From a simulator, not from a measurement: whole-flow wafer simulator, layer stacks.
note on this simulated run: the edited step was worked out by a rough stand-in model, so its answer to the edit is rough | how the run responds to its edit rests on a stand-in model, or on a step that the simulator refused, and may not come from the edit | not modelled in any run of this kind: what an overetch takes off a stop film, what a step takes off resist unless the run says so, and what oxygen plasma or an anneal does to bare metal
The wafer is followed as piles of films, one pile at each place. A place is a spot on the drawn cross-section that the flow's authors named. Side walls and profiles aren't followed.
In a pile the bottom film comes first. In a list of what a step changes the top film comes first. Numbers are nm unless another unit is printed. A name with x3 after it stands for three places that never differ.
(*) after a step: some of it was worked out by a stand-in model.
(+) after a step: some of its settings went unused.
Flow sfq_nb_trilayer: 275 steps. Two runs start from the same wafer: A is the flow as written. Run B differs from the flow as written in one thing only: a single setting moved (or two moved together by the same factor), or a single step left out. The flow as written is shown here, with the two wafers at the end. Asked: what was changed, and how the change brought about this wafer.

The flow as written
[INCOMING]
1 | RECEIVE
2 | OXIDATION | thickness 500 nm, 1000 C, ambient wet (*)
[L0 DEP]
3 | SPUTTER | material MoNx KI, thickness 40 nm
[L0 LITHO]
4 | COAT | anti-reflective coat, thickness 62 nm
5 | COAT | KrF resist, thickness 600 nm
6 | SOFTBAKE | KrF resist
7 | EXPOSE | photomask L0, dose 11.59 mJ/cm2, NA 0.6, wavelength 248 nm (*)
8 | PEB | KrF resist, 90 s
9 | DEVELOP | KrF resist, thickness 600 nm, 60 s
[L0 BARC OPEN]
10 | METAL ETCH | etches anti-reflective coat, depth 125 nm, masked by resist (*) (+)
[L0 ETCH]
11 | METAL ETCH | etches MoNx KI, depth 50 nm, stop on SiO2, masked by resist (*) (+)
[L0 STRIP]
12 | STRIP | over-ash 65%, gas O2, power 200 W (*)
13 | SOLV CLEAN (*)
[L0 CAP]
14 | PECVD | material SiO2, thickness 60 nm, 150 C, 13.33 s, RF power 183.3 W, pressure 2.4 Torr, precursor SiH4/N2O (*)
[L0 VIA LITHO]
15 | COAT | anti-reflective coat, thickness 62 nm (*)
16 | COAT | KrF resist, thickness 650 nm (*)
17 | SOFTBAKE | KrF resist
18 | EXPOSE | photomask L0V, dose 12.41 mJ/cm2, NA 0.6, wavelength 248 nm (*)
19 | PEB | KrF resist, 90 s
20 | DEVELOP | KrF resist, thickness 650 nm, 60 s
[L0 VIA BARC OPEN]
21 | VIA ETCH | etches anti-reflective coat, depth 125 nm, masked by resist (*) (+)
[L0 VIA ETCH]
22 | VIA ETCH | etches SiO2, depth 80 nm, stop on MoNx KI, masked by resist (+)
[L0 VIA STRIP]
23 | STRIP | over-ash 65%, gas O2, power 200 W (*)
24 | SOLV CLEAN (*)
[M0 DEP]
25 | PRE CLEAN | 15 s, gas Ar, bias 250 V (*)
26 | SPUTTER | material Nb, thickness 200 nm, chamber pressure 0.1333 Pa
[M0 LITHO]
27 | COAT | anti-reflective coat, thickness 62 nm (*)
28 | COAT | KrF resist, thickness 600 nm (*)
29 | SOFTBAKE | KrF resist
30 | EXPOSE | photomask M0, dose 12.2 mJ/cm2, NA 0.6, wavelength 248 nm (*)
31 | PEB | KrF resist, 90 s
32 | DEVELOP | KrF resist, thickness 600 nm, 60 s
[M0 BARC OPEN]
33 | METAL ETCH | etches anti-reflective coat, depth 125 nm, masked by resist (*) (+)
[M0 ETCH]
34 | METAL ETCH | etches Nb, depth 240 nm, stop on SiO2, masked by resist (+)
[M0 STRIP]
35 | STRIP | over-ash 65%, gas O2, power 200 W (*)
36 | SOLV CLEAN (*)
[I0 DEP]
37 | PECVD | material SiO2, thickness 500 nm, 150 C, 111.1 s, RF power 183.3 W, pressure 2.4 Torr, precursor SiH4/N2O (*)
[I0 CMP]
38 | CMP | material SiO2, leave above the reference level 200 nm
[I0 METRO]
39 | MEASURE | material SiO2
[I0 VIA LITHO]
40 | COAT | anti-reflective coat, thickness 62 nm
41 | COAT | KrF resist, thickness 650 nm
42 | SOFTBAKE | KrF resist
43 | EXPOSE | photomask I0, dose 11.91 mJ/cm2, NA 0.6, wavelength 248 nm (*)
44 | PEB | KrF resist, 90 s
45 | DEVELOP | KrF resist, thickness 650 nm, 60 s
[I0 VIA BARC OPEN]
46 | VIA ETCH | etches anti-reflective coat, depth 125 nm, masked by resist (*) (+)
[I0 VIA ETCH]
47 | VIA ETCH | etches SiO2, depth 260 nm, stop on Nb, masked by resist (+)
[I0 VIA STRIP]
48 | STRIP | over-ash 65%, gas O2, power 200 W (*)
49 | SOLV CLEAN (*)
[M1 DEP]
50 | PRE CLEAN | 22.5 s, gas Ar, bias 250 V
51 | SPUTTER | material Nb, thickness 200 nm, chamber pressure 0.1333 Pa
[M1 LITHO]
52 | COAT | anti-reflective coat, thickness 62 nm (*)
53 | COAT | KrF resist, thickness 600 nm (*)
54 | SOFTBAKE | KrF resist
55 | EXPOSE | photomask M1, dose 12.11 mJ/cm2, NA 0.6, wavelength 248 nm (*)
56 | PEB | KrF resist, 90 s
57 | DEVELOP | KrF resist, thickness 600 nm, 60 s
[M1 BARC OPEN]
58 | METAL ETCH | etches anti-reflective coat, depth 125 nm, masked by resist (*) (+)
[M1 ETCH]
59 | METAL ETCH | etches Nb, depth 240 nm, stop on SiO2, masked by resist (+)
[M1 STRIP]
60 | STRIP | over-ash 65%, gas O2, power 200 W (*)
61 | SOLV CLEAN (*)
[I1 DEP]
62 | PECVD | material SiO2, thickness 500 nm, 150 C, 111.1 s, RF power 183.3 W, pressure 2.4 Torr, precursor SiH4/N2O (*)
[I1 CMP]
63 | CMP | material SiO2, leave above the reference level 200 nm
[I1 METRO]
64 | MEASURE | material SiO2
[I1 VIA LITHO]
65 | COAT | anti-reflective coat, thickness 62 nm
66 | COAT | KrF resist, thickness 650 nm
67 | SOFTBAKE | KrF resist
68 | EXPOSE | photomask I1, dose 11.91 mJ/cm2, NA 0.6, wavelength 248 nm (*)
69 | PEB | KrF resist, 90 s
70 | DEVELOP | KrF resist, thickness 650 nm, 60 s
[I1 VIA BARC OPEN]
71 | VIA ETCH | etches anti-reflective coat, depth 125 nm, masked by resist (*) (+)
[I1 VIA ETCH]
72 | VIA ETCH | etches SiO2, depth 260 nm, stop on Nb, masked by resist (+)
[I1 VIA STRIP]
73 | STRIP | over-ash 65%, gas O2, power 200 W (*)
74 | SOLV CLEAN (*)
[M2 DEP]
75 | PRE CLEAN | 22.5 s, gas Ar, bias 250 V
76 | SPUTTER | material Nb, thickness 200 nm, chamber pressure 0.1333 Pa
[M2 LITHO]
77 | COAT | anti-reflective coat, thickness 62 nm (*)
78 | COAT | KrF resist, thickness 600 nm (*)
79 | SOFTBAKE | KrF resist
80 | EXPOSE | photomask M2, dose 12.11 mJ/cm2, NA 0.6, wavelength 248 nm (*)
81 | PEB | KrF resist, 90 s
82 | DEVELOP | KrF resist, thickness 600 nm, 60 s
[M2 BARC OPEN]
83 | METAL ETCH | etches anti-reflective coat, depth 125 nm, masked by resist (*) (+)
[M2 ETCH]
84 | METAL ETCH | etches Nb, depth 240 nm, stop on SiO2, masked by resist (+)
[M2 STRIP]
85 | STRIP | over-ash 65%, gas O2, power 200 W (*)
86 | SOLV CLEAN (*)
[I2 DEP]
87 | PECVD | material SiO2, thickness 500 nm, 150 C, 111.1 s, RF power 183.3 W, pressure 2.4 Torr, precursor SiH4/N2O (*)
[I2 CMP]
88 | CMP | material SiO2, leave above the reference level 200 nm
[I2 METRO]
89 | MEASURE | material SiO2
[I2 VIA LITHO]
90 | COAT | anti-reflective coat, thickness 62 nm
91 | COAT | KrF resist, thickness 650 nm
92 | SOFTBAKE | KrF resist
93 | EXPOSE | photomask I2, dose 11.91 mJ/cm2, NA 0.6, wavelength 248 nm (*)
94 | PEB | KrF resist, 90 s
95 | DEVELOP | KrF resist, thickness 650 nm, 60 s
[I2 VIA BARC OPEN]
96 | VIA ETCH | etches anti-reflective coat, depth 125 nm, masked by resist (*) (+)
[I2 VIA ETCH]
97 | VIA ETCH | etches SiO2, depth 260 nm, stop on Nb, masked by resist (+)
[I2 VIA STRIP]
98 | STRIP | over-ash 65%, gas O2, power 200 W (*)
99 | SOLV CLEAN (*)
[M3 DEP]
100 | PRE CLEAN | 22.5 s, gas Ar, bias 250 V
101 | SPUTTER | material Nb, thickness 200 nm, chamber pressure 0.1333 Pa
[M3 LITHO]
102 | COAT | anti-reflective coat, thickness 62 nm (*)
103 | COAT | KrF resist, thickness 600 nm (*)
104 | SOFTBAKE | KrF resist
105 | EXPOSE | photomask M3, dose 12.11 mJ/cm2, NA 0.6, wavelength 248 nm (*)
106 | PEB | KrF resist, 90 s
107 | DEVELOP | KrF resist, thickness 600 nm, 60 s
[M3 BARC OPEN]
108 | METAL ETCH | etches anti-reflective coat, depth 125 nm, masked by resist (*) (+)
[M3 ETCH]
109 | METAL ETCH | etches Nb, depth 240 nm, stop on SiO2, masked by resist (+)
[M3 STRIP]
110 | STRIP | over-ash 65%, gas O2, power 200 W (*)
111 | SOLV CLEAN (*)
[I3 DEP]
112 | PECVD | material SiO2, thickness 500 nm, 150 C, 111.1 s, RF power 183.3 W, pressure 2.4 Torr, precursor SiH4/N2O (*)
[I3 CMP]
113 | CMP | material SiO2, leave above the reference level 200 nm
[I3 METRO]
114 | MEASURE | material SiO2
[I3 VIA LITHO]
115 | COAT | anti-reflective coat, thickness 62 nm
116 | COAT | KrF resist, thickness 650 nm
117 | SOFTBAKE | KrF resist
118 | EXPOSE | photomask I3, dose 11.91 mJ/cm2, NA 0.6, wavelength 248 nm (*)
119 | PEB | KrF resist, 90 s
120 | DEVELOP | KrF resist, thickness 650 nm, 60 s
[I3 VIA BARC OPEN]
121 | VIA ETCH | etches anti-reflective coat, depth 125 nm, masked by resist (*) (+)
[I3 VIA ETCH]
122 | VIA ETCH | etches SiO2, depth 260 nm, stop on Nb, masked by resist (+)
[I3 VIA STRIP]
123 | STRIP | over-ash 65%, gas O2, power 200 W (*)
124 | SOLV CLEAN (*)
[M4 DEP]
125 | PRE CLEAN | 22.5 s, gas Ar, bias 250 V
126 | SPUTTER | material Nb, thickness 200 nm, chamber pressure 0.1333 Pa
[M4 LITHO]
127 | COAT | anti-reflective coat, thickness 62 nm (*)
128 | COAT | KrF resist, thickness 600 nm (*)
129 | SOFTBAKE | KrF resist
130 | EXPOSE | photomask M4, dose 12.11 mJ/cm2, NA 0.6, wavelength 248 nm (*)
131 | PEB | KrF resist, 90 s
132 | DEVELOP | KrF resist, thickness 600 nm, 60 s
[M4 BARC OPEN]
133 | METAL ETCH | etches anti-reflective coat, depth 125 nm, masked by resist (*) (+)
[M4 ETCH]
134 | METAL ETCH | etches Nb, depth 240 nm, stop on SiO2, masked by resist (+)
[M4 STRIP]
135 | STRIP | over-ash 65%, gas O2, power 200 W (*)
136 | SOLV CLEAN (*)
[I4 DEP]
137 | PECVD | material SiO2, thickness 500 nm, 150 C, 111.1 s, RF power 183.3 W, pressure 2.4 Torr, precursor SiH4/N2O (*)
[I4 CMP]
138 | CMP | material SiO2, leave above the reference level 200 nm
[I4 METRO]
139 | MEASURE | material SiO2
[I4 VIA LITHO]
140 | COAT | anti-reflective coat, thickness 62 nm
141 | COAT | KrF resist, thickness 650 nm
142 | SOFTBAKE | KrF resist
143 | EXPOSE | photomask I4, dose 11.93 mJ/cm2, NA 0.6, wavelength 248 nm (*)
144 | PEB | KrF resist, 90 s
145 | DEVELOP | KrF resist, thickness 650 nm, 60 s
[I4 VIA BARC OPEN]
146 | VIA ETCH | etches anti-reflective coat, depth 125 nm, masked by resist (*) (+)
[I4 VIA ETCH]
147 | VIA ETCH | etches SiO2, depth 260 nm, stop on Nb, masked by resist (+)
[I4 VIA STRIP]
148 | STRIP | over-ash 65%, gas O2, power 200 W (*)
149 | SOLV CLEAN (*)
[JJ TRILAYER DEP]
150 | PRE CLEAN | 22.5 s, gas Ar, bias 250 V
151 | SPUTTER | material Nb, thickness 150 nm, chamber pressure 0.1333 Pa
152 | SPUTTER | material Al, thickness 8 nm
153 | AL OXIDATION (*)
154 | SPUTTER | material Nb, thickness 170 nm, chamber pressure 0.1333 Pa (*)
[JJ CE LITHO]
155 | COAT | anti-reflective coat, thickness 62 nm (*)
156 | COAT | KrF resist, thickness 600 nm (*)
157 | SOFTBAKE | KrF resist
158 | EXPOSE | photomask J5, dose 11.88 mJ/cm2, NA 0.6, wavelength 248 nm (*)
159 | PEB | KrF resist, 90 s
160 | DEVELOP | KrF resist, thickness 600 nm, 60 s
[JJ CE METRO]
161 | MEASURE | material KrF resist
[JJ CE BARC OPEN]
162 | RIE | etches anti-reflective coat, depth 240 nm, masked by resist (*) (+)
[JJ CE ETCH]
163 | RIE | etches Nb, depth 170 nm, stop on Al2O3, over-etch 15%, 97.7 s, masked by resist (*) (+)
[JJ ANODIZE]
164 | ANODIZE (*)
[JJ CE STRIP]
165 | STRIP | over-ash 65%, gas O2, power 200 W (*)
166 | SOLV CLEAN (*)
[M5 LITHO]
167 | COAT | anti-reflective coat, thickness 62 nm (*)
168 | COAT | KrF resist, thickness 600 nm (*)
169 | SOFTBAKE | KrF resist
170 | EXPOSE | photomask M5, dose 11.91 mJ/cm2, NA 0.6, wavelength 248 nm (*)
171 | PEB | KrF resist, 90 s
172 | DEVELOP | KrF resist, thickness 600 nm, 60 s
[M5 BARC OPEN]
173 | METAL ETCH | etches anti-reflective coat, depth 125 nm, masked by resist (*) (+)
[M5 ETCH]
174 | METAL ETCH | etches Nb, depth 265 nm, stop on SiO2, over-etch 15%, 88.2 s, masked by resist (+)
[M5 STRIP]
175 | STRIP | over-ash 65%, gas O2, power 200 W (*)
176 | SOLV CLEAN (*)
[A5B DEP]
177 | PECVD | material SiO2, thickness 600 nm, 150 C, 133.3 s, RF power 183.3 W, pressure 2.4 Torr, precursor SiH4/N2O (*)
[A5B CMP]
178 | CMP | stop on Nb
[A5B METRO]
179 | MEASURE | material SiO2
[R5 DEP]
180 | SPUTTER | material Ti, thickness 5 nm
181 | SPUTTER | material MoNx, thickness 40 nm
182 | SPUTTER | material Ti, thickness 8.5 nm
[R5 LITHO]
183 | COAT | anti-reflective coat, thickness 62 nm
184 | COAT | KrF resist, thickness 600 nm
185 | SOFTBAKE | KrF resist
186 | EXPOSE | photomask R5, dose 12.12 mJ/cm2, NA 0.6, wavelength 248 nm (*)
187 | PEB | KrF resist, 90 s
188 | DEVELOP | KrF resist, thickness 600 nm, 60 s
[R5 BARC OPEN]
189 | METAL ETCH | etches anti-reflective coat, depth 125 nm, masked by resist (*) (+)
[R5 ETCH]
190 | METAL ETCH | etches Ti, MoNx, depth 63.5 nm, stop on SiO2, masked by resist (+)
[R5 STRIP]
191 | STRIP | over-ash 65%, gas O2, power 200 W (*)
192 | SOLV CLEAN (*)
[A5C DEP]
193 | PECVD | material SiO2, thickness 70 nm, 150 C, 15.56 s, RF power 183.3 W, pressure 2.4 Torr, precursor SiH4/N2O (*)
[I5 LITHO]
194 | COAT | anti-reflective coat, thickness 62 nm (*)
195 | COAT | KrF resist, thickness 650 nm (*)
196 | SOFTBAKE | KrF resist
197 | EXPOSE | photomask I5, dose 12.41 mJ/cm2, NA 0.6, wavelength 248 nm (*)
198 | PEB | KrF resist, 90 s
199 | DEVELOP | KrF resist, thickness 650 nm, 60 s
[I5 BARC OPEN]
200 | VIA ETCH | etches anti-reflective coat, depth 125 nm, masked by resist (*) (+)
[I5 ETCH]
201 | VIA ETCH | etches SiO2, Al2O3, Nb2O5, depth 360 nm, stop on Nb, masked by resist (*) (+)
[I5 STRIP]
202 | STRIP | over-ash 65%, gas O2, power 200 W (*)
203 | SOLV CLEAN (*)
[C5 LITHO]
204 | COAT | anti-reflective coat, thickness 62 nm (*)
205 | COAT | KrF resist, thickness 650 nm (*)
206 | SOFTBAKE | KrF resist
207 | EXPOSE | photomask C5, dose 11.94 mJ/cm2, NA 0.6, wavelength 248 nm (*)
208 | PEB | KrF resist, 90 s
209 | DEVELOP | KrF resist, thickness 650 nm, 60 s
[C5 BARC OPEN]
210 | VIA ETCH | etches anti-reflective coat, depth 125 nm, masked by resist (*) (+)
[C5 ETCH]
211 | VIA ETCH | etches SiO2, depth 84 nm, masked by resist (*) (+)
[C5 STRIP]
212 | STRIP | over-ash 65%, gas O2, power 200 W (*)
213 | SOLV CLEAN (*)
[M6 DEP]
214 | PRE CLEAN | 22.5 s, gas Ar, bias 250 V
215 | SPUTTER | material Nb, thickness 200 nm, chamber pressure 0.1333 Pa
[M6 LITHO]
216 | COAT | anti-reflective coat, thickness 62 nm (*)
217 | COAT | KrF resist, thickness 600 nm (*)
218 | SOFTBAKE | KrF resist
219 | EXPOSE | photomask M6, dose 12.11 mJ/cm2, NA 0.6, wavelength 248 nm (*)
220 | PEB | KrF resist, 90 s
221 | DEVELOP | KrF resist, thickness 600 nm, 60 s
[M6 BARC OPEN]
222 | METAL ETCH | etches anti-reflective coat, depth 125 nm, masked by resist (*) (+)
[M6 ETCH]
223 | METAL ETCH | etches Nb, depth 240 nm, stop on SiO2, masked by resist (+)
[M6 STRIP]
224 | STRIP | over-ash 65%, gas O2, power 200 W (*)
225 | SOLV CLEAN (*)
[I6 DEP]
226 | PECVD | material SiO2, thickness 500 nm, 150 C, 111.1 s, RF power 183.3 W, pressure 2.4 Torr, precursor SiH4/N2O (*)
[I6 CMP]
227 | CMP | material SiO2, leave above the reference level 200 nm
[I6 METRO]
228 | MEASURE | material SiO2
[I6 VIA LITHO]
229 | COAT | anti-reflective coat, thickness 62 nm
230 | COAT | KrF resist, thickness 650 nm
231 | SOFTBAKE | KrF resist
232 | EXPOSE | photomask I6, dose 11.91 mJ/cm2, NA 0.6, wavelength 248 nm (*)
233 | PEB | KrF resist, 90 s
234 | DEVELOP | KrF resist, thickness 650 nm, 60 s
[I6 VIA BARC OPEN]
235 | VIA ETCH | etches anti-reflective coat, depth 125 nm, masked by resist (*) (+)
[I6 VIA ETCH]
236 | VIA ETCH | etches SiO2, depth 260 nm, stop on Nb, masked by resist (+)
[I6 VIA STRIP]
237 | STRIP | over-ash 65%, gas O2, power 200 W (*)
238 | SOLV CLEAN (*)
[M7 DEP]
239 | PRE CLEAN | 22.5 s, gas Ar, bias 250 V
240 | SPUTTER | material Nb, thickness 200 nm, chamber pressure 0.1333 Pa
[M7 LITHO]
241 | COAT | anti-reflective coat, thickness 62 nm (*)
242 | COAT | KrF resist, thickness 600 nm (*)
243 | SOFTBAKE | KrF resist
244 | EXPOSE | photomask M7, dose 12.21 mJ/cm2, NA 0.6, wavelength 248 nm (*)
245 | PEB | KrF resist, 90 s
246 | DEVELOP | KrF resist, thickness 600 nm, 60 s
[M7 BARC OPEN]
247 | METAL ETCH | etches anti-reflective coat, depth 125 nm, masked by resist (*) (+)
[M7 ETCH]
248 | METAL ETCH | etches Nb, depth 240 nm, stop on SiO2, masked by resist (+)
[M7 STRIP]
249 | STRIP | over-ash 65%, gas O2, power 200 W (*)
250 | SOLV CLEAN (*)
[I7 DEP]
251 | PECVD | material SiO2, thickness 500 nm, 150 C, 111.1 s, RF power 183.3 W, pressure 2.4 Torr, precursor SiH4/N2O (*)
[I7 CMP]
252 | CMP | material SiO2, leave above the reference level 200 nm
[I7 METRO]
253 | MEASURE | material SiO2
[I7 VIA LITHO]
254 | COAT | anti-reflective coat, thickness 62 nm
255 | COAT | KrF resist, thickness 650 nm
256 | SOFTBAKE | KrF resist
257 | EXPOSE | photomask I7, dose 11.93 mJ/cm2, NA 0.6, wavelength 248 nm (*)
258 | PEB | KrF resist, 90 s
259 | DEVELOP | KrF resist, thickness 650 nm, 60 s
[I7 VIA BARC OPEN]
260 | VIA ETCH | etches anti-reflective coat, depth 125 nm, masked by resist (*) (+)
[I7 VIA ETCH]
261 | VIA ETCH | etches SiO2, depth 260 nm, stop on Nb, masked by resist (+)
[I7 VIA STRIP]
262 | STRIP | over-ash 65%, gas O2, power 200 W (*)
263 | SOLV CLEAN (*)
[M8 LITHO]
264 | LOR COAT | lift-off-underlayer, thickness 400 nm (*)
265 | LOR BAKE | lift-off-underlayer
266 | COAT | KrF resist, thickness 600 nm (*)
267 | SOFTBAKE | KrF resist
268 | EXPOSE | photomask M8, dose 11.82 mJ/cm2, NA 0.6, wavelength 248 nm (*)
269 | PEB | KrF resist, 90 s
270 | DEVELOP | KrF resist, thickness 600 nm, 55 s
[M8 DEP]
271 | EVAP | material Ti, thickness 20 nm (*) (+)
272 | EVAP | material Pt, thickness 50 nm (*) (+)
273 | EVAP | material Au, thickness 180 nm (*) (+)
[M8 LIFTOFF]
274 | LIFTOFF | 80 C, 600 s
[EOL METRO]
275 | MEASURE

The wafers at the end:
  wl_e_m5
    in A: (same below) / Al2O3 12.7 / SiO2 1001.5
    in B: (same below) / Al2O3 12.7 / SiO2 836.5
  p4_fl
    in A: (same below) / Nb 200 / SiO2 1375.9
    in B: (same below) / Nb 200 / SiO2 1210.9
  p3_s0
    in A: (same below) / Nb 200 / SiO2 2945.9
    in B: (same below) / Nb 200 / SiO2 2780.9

The reason: step 251, PECVD: thickness 235 nm was run, whereas the flow has thickness 500 nm; step 251, PECVD: 52.22 s was run, where the flow has 111.1 s.

The path from the change to this, step by step:
  251 | PECVD | material SiO2, thickness 500 nm, 150 C, 111.1 s, RF power 183.3 W, pressure 2.4 Torr, precursor SiH4/N2O (*)
      field_l, p4_fl, p4_fm and 56 more: A SiO2 gains 500 | B SiO2 gains 235
      v_sur, via_wl, via_w and 37 more: A SiO2 gains 500 (new film) | B SiO2 gains 235 (new film)
      (and at 7 other places as well)
  252 | CMP | material SiO2, leave above the reference level 200 nm
      field_l, p4_fl, p4_fm and 56 more: A SiO2 loses 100 | B nothing
      field_r, lsp_l: A SiO2 loses 77.7 | B nothing
      (and at 45 other places as well)
  254 | COAT | anti-reflective coat, thickness 62 nm
      jj_sur, ce_l, c5j, ce_r, sp_r, be_r: A anti-reflective coat gains 62 (new film) | B anti-reflective coat gains 54.5 (new film)
      p3_s1, p3_l3, p3_s3, p3_l4, p3_s4, p3_l5: A anti-reflective coat gains 62 (new film) | B anti-reflective coat gains 63.9 (new film)
      (and at 82 other places as well)
  255 | COAT | KrF resist, thickness 650 nm
      wl_d_sl, m0r_line_l, m0r_line_r, m6r_line_l, m6r_line_r: A KrF resist gains 650 (new film) | B KrF resist gains 682.6 (new film)
      m0r_space_l, m0r_space_r, m6r_space_l, m6r_space_r: A KrF resist gains 650 (new film) | B KrF resist gains 671.3 (new film)
      (and at 76 other places as well)
  259 | DEVELOP | KrF resist, thickness 650 nm, 60 s
      via_wl: A KrF resist loses 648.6 (all of it) | B KrF resist loses 591.6 (all of it)
      via_w: A KrF resist loses 648.6 (all of it) | B KrF resist loses 600.6 (all of it)
      (and at 1 other place as well)
  260 | VIA ETCH | etches anti-reflective coat, depth 125 nm, masked by resist (*) (+)
      field_l, v_sur, via_sp and 100 more: A KrF resist loses 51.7 | B KrF resist loses 43.4
      via_wl: A anti-reflective coat loses 62 (all of it), SiO2 loses 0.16 | B anti-reflective coat loses 51.7 (all of it), SiO2 loses 0.13
      (and at 2 other places as well)
  262 | STRIP | over-ash 65%, gas O2, power 200 W (*)
      m0r_line_l, m0r_line_r, m6r_line_l, m6r_line_r: A KrF resist loses 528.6 (all of it), anti-reflective coat loses 62 (all of it) | B KrF resist loses 569.3 (all of it), anti-reflective coat loses 61.8 (all of it)
      m0r_space_l, m0r_space_r, m6r_space_l, m6r_space_r: A KrF resist loses 528.6 (all of it), anti-reflective coat loses 62 (all of it) | B KrF resist loses 558.1 (all of it), anti-reflective coat loses 81.1 (all of it)
      (and at 91 other places as well)
  264 | LOR COAT | lift-off-underlayer, thickness 400 nm (*)
      m0r_line_l, m0r_line_r, m6r_line_l, m6r_line_r: A lift-off-underlayer gains 400 (new film) | B lift-off-underlayer gains 436.7 (new film)
      m0r_space_l, m0r_space_r, m6r_space_l, m6r_space_r: A lift-off-underlayer gains 400 (new film) | B lift-off-underlayer gains 451.5 (new film)
      (and at 83 other places as well)
  266 | COAT | KrF resist, thickness 600 nm (*)
      m0r_line_l, m0r_line_r, m6r_line_l, m6r_line_r: A KrF resist gains 600 (new film) | B KrF resist gains 615.9 (new film)
      c5j, ce_r: A KrF resist gains 597.1 (new film) | B KrF resist gains 577.9 (new film)
      (and at 54 other places as well)
  270 | DEVELOP | KrF resist, thickness 600 nm, 55 s
      field_l: A KrF resist loses 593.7 (all of it), lift-off-underlayer loses 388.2 (all of it) | B KrF resist loses 611.5 (all of it), lift-off-underlayer loses 444.9 (all of it)
      v_sur: A KrF resist loses 607.3 (all of it), lift-off-underlayer loses 369.4 (all of it) | B KrF resist loses 589.2 (all of it), lift-off-underlayer loses 308.2 (all of it)
      (and at 9 other places as well)
  274 | LIFTOFF | 80 C, 600 s
      m0r_line_l, m0r_line_r, m6r_line_l, m6r_line_r: A Au loses 180 (all of it), Pt loses 50 (all of it), Ti loses 20 (all of it), KrF resist loses 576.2 (all of it), lift-off-underlayer loses 400 (all of it) | B Au loses 180 (all of it), Pt loses 50 (all of it), Ti loses 20 (all of it), KrF resist loses 592 (all of it), lift-off-underlayer loses 436.7 (all of it)
      m0r_space_l, m0r_space_r, m6r_space_l, m6r_space_r: A Au loses 180 (all of it), Pt loses 50 (all of it), Ti loses 20 (all of it), KrF resist loses 576.2 (all of it), lift-off-underlayer loses 400 (all of it) | B Au loses 180 (all of it), Pt loses 50 (all of it), Ti loses 20 (all of it), KrF resist loses 580 (all of it), lift-off-underlayer loses 451.5 (all of it)
      (and at 72 other places as well)
